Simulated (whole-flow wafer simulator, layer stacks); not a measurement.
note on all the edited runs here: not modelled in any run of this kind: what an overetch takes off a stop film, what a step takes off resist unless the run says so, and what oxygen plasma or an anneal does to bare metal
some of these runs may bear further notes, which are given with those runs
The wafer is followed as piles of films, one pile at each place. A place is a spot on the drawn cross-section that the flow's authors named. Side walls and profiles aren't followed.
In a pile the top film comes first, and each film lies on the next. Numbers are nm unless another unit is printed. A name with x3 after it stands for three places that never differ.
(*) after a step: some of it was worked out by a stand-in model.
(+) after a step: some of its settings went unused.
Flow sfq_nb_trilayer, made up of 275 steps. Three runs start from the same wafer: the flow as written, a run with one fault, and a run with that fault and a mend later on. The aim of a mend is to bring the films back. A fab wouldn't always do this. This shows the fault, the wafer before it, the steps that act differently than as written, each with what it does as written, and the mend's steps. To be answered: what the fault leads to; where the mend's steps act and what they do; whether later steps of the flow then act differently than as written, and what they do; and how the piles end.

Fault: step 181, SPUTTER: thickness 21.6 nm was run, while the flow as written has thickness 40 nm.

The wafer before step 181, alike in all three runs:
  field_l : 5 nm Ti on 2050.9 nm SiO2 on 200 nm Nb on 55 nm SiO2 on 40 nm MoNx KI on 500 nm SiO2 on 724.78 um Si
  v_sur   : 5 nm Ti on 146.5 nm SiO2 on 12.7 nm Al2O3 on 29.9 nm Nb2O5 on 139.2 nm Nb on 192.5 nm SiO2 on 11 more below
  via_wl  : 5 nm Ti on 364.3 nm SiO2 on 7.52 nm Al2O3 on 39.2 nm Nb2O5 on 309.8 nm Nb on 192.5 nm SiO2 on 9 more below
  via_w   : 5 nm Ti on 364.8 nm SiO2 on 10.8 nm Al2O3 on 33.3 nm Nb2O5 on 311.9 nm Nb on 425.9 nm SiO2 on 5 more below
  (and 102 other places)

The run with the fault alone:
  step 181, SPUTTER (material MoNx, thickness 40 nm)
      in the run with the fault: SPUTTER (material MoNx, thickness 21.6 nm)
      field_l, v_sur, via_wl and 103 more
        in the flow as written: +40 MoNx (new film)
        in the run with the fault: +21.6 MoNx (new film)
  Steps further on in the flow that do not act as written (not shown: 11 more steps that differ only slightly, by at most 2% or 0.5 nm, whichever is larger):
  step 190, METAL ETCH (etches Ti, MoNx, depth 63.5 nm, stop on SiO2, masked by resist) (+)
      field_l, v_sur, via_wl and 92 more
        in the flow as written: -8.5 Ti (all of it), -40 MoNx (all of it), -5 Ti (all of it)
        in the run with the fault: -8.5 Ti (all of it), -21.6 MoNx (all of it), -5 Ti (all of it)
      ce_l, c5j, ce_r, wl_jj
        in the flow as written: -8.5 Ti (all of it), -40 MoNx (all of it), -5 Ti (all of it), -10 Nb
        in the run with the fault: -8.5 Ti (all of it), -21.6 MoNx (all of it), -5 Ti (all of it), -28.4 Nb
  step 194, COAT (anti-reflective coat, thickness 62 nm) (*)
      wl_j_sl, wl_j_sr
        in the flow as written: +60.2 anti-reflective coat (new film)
        in the run with the fault: +57.2 anti-reflective coat (new film)
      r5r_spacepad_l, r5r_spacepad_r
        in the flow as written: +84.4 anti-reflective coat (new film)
        in the run with the fault: +76.5 anti-reflective coat (new film)
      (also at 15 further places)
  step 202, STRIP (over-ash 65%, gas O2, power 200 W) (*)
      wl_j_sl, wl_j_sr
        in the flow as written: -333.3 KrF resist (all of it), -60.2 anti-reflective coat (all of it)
        in the run with the fault: -333.4 KrF resist (all of it), -57.2 anti-reflective coat (all of it)
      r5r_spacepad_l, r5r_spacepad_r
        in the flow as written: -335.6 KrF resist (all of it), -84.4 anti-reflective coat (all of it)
        in the run with the fault: -334.9 KrF resist (all of it), -76.5 anti-reflective coat (all of it)
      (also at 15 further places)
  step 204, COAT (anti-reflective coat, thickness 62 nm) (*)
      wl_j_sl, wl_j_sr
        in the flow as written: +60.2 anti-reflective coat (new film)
        in the run with the fault: +57.2 anti-reflective coat (new film)
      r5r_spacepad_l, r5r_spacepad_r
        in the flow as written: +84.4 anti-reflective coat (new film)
        in the run with the fault: +76.5 anti-reflective coat (new film)
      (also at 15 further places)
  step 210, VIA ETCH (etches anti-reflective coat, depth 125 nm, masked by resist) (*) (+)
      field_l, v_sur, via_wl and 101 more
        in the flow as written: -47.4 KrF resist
        in the run with the fault: -48.6 KrF resist
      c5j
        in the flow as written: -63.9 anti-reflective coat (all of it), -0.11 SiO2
        in the run with the fault: -68.9 anti-reflective coat (all of it), -0.09 SiO2
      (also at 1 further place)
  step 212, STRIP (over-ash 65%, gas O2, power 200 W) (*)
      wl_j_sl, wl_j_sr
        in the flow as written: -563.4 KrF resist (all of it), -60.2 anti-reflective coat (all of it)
        in the run with the fault: -562.1 KrF resist (all of it), -57.2 anti-reflective coat (all of it)
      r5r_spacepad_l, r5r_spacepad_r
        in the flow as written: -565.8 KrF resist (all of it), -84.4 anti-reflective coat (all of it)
        in the run with the fault: -563.6 KrF resist (all of it), -76.5 anti-reflective coat (all of it)
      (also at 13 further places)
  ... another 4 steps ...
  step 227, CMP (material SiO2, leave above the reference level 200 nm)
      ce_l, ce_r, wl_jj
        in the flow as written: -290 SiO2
        in the run with the fault: -271.6 SiO2
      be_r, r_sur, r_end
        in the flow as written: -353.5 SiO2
        in the run with the fault: -335.1 SiO2
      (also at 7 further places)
  The piles end different from the flow's at ce_l, c5j, ce_r and 8 more by more than 2% or 0.5 nm, whichever is larger.
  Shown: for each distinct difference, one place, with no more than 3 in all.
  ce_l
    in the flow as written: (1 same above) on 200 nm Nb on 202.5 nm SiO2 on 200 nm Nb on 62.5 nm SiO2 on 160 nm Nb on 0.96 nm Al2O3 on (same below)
    in the run with the fault: (1 same above) on 200 nm Nb on 220.9 nm SiO2 on 200 nm Nb on 62.5 nm SiO2 on 141.6 nm Nb on 0.96 nm Al2O3 on (same below)
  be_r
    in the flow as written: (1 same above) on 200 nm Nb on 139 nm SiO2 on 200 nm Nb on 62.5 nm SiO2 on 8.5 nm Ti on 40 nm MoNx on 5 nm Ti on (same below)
    in the run with the fault: (1 same above) on 200 nm Nb on 157.4 nm SiO2 on 200 nm Nb on 62.5 nm SiO2 on 8.5 nm Ti on 21.6 nm MoNx on 5 nm Ti on (same below)
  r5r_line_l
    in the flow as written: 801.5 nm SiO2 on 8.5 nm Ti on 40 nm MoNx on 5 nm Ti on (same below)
    in the run with the fault: 819.9 nm SiO2 on 8.5 nm Ti on 21.6 nm MoNx on 5 nm Ti on (same below)

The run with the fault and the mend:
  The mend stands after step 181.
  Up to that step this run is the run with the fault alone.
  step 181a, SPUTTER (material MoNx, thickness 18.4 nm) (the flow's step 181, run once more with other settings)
      field_l, v_sur, via_wl and 103 more
        +18.4 MoNx
  Later steps of the flow that are run all act as written at every place that is followed.
  At every place that both follow, the piles at the end match the flow's.
